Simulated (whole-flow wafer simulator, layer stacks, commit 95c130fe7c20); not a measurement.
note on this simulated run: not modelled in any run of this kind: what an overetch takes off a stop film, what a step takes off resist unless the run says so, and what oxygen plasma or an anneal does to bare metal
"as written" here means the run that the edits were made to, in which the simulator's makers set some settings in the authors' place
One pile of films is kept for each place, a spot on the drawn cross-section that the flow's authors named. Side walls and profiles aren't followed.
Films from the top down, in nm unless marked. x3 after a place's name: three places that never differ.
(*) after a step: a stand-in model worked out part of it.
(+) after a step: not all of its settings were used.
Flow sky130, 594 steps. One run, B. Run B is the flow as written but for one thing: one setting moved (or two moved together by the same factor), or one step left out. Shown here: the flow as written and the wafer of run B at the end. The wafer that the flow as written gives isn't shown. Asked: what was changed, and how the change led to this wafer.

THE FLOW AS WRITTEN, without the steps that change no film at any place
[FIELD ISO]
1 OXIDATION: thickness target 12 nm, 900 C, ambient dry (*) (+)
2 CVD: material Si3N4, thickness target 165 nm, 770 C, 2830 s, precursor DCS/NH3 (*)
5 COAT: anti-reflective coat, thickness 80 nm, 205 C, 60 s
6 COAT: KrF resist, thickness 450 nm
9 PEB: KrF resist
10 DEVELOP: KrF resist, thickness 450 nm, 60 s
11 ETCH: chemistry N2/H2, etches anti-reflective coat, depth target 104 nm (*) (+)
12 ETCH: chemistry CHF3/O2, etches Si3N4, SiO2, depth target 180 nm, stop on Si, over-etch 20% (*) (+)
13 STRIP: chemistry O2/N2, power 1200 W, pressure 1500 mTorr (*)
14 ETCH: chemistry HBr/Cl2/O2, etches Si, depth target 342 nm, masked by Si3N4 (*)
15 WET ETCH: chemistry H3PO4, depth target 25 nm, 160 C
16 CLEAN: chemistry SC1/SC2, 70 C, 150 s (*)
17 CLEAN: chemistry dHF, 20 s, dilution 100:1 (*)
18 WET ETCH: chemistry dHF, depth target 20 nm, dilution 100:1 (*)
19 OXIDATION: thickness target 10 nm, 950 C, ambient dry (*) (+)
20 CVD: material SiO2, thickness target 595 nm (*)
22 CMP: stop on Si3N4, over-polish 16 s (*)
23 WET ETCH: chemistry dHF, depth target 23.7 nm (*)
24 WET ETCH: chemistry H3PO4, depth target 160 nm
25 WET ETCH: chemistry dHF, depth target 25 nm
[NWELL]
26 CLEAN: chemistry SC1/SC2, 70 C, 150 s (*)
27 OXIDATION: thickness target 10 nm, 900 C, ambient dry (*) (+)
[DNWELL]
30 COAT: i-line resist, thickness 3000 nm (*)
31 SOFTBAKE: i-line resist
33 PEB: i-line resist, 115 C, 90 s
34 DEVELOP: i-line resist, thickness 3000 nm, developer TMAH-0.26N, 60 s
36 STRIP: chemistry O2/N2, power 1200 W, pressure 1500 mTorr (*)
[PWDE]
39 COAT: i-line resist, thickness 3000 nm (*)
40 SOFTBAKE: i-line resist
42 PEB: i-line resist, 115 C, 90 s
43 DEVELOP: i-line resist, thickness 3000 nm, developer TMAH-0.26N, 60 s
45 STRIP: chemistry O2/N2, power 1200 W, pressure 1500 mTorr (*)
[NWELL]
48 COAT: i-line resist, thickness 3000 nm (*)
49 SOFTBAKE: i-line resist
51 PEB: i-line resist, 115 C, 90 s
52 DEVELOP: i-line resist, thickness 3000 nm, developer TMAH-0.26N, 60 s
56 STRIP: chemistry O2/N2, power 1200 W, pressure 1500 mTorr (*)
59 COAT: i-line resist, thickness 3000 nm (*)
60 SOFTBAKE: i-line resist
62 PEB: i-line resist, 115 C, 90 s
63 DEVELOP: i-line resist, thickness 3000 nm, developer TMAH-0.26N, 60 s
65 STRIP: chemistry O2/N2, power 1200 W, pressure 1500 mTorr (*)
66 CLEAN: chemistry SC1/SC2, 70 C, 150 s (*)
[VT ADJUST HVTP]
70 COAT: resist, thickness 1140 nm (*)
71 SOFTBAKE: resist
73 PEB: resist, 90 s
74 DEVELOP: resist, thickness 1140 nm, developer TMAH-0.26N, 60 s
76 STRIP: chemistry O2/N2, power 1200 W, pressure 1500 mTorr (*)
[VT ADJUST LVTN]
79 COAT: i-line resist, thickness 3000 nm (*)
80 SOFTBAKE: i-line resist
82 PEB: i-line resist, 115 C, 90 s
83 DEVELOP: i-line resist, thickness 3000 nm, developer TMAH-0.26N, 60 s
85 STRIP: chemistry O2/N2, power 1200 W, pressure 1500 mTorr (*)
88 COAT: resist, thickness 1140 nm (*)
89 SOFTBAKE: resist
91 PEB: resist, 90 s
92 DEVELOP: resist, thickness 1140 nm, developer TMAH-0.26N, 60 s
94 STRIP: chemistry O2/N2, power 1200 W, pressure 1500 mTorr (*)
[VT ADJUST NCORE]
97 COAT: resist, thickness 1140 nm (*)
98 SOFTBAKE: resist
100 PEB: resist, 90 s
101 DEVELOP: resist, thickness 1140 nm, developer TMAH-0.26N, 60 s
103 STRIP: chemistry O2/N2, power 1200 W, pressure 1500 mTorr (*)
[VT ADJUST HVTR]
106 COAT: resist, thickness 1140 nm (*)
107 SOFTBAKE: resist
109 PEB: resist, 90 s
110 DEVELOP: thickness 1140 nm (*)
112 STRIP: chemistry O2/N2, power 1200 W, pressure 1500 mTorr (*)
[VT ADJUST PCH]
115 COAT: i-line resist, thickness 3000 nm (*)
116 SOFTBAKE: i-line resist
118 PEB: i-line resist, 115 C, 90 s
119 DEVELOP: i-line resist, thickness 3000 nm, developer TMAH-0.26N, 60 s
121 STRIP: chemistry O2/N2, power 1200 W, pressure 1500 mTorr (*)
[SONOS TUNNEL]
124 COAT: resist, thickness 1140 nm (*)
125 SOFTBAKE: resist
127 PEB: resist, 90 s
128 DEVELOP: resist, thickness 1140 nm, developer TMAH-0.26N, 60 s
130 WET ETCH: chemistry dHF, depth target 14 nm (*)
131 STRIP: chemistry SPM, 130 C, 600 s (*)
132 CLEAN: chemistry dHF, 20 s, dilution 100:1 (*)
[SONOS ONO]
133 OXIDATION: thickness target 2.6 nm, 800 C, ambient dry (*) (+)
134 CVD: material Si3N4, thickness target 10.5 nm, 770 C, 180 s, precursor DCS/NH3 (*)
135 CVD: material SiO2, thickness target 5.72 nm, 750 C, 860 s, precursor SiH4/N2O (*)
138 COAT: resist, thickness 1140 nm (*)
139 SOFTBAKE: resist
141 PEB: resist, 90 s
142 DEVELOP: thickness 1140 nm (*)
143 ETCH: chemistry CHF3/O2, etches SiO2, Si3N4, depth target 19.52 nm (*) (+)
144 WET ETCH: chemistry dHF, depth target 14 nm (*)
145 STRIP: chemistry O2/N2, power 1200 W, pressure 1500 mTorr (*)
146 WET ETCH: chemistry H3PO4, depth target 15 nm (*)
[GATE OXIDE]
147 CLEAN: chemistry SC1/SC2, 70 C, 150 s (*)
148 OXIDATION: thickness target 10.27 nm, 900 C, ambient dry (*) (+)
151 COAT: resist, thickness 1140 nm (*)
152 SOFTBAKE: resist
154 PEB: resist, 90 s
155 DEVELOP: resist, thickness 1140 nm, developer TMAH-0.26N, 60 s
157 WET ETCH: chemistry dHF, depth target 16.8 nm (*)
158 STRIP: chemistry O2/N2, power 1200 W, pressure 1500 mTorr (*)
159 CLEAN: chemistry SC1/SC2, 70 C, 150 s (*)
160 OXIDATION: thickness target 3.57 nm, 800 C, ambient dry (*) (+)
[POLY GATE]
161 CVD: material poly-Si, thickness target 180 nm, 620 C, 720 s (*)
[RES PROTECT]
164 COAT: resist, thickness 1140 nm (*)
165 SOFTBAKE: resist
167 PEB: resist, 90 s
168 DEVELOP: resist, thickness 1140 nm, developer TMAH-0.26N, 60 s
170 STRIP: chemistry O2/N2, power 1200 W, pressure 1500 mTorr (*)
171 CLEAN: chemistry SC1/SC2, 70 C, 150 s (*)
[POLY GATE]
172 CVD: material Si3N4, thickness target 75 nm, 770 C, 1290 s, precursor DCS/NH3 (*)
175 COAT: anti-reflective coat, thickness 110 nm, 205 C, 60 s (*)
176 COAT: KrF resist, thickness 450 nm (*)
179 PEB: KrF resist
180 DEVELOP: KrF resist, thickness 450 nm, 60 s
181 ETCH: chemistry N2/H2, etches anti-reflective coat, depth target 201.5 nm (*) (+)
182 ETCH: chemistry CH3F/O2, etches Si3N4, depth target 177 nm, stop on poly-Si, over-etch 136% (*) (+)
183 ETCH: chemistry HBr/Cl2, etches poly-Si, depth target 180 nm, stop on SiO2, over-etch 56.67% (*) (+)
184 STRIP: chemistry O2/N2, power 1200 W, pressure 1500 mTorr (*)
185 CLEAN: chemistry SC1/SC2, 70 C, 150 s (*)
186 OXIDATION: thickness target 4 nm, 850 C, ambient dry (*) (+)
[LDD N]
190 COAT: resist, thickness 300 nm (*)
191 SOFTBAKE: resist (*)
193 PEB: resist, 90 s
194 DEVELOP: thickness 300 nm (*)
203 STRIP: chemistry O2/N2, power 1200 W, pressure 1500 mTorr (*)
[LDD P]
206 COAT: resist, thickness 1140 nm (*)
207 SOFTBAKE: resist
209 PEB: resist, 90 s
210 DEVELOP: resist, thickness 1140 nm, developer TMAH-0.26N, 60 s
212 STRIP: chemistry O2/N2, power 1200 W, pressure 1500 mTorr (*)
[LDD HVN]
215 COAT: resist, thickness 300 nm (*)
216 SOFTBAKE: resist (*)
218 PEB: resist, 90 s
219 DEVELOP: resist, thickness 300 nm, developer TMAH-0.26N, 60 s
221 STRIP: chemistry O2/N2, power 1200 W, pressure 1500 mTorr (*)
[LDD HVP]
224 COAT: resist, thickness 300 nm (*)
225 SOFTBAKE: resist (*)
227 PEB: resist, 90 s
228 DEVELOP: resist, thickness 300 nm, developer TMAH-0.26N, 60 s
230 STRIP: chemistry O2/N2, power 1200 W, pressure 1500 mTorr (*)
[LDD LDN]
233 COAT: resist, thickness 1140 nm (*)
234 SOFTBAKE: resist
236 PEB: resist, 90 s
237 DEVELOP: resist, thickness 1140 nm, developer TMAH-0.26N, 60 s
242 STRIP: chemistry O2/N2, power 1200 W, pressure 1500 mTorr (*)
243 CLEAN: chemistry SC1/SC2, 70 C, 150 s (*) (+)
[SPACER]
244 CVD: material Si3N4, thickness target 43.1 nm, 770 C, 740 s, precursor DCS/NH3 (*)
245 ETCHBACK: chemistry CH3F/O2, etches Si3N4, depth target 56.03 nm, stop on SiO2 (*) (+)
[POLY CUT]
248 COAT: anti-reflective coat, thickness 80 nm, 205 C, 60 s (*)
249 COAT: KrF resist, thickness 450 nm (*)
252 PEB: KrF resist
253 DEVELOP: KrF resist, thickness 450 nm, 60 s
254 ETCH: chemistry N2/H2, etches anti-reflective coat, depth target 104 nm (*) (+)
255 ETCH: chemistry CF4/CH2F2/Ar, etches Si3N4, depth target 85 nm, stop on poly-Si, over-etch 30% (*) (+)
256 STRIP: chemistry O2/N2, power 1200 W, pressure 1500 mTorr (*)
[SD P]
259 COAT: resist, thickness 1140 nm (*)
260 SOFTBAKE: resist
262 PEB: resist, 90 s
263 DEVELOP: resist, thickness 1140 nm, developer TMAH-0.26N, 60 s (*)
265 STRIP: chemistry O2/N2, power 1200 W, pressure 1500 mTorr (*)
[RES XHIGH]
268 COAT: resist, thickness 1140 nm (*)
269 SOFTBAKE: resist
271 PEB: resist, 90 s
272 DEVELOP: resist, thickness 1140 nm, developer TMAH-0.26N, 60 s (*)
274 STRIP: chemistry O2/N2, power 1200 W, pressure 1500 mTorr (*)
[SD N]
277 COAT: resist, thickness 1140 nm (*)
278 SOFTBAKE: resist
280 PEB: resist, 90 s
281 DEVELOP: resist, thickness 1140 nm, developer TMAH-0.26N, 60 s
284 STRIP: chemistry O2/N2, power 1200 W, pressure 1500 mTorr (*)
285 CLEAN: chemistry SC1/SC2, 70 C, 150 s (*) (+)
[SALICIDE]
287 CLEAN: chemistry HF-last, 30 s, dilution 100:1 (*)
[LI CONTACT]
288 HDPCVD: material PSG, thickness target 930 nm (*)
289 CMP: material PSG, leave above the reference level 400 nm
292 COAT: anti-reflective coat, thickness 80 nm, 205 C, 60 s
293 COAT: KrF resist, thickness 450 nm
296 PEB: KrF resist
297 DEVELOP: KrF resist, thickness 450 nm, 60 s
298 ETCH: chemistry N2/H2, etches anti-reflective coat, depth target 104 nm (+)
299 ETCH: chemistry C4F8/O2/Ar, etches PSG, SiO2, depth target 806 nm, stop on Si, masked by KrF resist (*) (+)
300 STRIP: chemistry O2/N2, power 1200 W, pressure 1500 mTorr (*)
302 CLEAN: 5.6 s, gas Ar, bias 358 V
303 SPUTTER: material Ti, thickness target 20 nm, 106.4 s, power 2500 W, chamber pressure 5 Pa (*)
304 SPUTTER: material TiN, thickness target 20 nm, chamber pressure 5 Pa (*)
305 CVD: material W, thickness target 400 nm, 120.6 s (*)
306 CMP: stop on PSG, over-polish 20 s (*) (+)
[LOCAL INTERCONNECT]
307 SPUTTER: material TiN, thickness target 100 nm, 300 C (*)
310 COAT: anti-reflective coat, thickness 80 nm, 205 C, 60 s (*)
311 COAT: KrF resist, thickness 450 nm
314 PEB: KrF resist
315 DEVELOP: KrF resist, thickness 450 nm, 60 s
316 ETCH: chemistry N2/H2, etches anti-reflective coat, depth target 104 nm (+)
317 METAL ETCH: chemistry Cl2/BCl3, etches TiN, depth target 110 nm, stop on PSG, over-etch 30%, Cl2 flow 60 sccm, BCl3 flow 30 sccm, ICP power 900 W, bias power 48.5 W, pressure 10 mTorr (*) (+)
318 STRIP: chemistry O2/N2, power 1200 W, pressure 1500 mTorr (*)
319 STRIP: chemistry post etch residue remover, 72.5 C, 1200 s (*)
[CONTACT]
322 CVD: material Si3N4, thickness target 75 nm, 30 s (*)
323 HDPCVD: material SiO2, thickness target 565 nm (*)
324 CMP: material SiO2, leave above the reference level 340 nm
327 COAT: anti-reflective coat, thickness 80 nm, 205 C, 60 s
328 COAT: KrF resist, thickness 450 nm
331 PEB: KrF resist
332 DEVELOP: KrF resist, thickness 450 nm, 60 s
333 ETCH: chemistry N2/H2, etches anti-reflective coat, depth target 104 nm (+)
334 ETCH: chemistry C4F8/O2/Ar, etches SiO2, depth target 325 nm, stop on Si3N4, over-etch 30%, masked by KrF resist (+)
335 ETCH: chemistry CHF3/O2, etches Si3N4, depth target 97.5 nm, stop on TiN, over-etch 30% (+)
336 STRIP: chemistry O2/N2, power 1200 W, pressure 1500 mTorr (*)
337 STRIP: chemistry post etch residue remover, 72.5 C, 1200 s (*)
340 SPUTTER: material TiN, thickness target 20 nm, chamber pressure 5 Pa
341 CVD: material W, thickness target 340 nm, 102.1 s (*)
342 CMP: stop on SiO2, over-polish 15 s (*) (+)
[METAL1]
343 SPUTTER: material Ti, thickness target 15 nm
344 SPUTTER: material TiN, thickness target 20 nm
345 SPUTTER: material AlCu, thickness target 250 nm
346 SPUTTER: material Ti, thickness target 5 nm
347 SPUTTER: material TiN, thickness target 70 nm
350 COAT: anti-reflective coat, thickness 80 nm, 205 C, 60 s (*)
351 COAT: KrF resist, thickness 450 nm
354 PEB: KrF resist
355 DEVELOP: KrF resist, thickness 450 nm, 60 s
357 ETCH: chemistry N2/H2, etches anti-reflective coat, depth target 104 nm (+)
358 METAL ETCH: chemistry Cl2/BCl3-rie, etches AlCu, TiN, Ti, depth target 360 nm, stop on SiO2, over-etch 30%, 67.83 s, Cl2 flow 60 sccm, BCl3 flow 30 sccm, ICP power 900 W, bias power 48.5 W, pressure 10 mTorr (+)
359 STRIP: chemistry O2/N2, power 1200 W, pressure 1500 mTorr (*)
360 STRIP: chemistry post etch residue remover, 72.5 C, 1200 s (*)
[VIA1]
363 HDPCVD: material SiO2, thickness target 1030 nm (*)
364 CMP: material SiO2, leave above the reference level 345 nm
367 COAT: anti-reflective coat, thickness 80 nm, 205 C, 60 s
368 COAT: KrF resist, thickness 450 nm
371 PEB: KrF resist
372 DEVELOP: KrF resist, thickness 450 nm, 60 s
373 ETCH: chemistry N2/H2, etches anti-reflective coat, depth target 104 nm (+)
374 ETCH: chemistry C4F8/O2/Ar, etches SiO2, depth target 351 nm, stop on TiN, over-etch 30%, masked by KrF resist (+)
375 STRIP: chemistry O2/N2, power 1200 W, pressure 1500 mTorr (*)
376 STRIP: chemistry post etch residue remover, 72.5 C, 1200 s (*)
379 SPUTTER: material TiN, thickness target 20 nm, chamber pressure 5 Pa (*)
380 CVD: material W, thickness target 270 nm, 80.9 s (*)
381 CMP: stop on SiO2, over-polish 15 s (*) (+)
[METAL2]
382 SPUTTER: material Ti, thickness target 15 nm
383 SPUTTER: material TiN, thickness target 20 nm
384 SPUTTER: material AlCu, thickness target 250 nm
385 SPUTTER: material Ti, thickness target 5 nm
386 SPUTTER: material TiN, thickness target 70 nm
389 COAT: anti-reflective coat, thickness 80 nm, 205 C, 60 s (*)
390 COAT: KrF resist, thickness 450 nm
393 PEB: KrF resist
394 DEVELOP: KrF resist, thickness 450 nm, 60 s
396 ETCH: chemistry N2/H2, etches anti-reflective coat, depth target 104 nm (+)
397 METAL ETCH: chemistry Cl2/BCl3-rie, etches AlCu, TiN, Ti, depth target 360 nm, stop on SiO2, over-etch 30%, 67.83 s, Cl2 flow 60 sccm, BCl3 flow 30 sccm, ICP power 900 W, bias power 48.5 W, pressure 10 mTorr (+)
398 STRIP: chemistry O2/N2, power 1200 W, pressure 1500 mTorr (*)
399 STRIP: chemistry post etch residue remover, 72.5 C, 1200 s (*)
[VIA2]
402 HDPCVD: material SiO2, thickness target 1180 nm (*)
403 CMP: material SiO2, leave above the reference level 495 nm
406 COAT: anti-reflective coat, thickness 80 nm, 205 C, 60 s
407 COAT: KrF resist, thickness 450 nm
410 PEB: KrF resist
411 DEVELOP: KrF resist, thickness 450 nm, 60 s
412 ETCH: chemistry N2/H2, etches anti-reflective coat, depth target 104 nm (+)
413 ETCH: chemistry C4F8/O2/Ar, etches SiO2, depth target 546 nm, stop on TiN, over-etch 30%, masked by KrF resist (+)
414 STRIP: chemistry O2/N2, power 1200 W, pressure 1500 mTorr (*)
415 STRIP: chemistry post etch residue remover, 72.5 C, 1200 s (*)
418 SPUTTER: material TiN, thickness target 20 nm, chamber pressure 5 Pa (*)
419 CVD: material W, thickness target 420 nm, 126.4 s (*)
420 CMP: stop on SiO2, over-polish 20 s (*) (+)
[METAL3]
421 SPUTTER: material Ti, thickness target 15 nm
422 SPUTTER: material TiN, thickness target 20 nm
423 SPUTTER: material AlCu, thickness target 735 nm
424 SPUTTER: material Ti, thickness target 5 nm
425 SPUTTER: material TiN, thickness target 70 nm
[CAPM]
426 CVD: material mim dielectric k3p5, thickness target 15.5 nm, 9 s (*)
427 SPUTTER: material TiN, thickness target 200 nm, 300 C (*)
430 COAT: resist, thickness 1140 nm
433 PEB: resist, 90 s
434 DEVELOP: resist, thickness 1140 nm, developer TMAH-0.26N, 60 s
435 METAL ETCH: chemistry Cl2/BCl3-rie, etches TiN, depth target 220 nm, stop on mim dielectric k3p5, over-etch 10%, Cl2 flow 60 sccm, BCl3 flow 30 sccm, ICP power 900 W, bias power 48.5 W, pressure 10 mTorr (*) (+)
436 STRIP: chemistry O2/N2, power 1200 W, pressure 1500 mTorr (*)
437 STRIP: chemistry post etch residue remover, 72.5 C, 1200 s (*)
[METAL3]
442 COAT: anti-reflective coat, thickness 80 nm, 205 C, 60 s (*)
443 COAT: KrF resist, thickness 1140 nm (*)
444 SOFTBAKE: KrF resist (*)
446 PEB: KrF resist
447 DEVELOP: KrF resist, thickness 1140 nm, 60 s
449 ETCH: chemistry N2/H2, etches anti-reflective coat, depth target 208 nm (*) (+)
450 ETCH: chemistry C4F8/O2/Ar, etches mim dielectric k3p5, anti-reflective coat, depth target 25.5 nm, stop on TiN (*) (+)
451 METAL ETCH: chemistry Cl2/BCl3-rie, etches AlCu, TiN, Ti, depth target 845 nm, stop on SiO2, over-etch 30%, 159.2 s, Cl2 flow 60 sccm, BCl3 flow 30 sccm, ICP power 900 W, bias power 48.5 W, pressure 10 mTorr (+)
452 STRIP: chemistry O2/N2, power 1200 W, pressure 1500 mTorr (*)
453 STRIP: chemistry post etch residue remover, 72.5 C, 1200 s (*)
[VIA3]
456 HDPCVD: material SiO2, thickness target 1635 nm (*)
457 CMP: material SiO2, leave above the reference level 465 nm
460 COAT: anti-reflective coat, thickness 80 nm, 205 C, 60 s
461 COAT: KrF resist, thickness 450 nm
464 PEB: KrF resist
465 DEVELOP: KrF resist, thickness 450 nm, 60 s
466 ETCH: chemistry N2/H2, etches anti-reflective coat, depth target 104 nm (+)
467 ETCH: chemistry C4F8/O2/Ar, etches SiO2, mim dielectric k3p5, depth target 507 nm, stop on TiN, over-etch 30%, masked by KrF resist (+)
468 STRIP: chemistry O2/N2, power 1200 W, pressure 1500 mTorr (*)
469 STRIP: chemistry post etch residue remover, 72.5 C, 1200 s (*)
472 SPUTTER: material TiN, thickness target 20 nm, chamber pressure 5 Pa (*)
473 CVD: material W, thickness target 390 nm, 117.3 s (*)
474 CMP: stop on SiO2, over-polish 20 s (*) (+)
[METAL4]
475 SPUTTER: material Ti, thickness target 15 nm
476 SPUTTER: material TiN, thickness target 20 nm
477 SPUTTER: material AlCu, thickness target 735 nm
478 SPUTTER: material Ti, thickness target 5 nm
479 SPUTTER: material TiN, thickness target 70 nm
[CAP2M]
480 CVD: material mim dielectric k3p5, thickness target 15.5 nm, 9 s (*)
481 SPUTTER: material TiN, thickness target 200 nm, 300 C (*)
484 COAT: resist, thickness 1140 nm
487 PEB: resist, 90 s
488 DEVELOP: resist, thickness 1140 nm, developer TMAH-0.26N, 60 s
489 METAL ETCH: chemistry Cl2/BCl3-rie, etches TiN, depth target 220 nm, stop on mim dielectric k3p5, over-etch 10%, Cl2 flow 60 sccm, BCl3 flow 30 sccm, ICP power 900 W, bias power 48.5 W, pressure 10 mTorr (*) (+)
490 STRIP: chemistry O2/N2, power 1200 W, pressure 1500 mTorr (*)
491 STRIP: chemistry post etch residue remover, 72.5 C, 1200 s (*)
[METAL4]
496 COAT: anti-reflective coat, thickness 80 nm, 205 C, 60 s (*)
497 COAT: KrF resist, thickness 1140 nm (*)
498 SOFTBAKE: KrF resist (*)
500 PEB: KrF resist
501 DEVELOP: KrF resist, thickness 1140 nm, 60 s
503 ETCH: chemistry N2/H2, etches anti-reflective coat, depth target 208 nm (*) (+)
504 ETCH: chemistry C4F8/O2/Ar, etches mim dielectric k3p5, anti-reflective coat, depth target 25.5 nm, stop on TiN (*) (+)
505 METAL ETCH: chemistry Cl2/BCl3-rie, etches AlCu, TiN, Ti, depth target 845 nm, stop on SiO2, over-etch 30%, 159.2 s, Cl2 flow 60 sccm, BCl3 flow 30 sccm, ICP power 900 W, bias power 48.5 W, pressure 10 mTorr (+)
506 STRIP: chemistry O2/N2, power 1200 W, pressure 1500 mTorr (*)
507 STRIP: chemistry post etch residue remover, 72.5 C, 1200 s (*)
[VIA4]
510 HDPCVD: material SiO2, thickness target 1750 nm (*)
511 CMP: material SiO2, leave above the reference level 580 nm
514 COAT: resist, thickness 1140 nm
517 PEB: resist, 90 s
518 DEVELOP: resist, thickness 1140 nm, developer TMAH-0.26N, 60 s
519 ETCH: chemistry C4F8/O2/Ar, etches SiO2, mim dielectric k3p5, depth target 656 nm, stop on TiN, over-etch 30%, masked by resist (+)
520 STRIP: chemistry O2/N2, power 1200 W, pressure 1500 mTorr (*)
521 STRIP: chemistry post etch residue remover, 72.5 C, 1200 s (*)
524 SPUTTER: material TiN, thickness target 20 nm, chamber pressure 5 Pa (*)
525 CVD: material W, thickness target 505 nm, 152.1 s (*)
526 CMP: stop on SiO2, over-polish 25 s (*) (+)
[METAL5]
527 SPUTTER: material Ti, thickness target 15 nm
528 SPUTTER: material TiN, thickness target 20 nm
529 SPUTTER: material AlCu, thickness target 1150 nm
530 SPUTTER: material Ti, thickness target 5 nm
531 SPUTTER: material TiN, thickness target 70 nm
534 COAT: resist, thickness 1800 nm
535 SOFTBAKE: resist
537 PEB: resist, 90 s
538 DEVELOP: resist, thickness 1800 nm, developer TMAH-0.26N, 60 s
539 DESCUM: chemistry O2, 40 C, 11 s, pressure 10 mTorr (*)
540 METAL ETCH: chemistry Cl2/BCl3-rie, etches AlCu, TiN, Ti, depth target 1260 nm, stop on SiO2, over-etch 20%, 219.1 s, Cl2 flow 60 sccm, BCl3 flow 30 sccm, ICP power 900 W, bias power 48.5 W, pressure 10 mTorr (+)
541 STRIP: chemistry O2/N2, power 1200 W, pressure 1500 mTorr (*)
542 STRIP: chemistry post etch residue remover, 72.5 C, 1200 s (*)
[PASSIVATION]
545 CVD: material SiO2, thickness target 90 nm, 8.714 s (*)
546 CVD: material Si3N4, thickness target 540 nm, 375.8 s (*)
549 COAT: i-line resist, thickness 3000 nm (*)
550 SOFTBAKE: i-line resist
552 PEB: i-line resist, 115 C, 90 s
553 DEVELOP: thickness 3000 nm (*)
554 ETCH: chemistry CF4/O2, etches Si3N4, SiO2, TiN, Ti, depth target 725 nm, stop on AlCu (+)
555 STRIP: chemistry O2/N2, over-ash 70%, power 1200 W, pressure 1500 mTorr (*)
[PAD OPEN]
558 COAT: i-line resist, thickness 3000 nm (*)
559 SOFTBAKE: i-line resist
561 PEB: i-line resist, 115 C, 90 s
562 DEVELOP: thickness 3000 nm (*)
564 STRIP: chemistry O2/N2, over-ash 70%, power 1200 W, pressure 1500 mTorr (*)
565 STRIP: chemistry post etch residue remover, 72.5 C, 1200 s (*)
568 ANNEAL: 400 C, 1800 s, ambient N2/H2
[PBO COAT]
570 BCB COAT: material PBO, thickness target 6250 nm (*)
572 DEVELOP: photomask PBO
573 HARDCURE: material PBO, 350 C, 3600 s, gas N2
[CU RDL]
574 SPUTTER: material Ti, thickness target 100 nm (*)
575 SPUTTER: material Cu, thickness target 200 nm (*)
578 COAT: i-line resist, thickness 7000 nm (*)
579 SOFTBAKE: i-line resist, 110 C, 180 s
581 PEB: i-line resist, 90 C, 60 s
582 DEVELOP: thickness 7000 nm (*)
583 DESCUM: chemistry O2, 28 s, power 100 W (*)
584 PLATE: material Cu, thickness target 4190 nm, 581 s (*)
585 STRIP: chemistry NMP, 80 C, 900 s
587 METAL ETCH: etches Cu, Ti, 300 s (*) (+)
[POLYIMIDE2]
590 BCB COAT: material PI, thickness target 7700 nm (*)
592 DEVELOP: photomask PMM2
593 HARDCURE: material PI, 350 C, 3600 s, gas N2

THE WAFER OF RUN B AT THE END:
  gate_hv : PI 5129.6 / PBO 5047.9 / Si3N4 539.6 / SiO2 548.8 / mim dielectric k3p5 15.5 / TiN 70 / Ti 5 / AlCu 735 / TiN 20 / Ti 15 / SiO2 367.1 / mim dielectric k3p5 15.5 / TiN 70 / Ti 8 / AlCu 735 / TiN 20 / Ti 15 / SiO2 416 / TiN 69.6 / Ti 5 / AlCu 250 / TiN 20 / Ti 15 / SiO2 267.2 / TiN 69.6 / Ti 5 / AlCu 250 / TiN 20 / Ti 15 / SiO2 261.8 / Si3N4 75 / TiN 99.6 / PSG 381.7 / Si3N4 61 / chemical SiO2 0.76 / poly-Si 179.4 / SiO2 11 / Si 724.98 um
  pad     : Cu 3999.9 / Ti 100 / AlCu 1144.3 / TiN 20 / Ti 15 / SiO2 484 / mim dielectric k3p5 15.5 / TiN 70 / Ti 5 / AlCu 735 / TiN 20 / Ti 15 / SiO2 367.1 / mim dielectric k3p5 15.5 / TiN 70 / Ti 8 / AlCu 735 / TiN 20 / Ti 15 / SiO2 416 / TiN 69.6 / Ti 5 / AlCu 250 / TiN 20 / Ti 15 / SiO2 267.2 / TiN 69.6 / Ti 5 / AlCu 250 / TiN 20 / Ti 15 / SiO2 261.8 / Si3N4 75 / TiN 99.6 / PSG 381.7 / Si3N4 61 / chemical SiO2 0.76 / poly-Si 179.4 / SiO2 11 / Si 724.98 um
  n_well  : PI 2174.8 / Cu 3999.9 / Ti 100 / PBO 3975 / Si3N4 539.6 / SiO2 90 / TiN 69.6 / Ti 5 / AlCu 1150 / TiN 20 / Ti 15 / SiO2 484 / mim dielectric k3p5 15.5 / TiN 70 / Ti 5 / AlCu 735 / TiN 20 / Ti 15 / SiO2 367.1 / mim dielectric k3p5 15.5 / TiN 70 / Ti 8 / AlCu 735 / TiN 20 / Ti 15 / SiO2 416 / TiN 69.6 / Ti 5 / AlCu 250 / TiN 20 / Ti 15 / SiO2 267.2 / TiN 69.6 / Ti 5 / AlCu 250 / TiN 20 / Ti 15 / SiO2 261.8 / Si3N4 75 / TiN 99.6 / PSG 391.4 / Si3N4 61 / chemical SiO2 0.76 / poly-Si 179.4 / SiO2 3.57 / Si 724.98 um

The cause: step 424, SPUTTER: thickness target 8 nm was run, where the flow has thickness target 5 nm.
It can be read off the wafer: gate_hv has Ti 8, and step 424 as written asks for 5 nm.

How the change led to this, step by step:
  424 SPUTTER: material Ti, thickness target 5 nm
      field, active, n_well and 188 more: Ti +8 (new film) (as written it would be: Ti +5 (new film))
  451 METAL ETCH: chemistry Cl2/BCl3-rie, etches AlCu, TiN, Ti, depth target 845 nm, stop on SiO2, over-etch 30%, 159.2 s, Cl2 flow 60 sccm, BCl3 flow 30 sccm, ICP power 900 W, bias power 48.5 W, pressure 10 mTorr (+)
      field, active, gate and 62 more: TiN -70 (all of it), Ti -8 (all of it), AlCu -735 (all of it), TiN -20 (all of it), Ti -15 (all of it), SiO2 -25 (as written it would be: TiN -70 (all of it), Ti -5 (all of it), AlCu -735 (all of it), TiN -20 (all of it), Ti -15 (all of it), SiO2 -25.4)
      vpp_ln, vpp_iso2, ndiff_ln, ndiff_cd, via1_hole, via1_enc, m2_ln_cd: TiN -70 (all of it), Ti -8 (all of it), AlCu -735 (all of it), TiN -20 (all of it), Ti -15 (all of it), SiO2 -25.1 (as written it would be: TiN -70 (all of it), Ti -5 (all of it), AlCu -735 (all of it), TiN -20 (all of it), Ti -15 (all of it), SiO2 -25.3)
      (and at 13 more places)
